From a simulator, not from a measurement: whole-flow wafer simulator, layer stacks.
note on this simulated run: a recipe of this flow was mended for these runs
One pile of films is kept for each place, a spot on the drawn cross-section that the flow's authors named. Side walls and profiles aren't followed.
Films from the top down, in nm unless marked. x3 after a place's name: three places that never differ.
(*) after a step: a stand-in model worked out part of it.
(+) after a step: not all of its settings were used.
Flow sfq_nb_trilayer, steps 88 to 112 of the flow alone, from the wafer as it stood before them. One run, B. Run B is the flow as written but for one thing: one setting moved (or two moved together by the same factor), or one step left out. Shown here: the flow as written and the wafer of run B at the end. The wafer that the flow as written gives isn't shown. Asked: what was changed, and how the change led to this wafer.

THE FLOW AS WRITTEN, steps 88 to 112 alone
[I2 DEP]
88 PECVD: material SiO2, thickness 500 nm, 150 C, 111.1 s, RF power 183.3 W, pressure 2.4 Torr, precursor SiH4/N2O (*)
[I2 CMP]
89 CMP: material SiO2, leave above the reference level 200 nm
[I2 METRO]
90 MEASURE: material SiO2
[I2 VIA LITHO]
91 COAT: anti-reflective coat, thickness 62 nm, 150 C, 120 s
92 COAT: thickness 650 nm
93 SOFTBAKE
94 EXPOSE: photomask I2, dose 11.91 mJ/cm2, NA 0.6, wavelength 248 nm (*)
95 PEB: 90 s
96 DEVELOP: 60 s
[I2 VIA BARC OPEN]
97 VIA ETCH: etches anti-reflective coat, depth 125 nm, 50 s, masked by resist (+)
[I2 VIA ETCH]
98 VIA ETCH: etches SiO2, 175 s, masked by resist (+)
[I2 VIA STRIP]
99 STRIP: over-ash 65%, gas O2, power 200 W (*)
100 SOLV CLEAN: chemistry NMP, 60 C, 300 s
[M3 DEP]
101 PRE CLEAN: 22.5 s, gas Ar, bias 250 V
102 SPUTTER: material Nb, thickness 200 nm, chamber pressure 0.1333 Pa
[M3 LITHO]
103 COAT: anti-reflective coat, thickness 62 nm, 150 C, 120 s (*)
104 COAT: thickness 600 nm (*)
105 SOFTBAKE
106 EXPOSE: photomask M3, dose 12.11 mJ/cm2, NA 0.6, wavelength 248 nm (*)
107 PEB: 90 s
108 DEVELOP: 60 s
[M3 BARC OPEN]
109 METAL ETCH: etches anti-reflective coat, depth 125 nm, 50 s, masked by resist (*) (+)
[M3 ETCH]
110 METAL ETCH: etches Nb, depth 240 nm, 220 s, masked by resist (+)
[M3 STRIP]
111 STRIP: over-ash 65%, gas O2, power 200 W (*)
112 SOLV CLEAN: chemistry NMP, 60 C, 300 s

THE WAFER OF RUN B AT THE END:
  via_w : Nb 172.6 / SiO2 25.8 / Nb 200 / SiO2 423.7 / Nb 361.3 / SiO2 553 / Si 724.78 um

The cause: step 98, VIA ETCH: 112 s was run, where the flow has 175 s.

How the change led to this, step by step:
  98 VIA ETCH: etches SiO2, 175 s, masked by resist (+)
      via_w: SiO2 -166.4 (as written it would be: SiO2 -199.7 (all of it), Nb -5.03)
      field_l, v_sur, via_wl and 102 more: KrF-resist-other-grade -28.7 (as written it would be: KrF-resist-other-grade -44.8)
  99 STRIP: over-ash 65%, gas O2, power 200 W (*)
      field_l, v_sur, via_wl and 102 more: KrF-resist-other-grade -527 (all of it), anti-reflective coat -62 (all of it) (as written it would be: KrF-resist-other-grade -510.8 (all of it), anti-reflective coat -62 (all of it))
  101 PRE CLEAN: 22.5 s, gas Ar, bias 250 V
      via_w: SiO2 -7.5 (as written it would be: Nb -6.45)
  102 SPUTTER: material Nb, thickness 200 nm, chamber pressure 0.1333 Pa
      via_w: Nb +172.6 (new film) (as written it would be: Nb +164.5)
  103 COAT: anti-reflective coat, thickness 62 nm, 150 C, 120 s (*)
      via_wl, via_wr: anti-reflective coat +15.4 (new film) (as written it would be: anti-reflective coat +16.7 (new film))
      v_sur: anti-reflective coat +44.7 (new film) (as written it would be: anti-reflective coat +46 (new film))
      (and at 1 more place)
  104 COAT: thickness 600 nm (*)
      via_w: KrF-resist-other-grade +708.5 (new film) (as written it would be: KrF-resist-other-grade +738.9 (new film))
  111 STRIP: over-ash 65%, gas O2, power 200 W (*)
      v_sur: KrF-resist-other-grade -364.8 (all of it), anti-reflective coat -44.7 (all of it) (as written it would be: KrF-resist-other-grade -361 (all of it), anti-reflective coat -46 (all of it))
      via_wl: KrF-resist-other-grade -386.3 (all of it), anti-reflective coat -15.4 (all of it) (as written it would be: KrF-resist-other-grade -381.1 (all of it), anti-reflective coat -16.7 (all of it))
      (and at 2 more places)
Counting metal films that touch as one body, via_w has 3 bodies (between them, from the top down: SiO2 25.8; SiO2 423.7); the flow as written gives 2 bodies (between them, from the top down: SiO2 423.7).
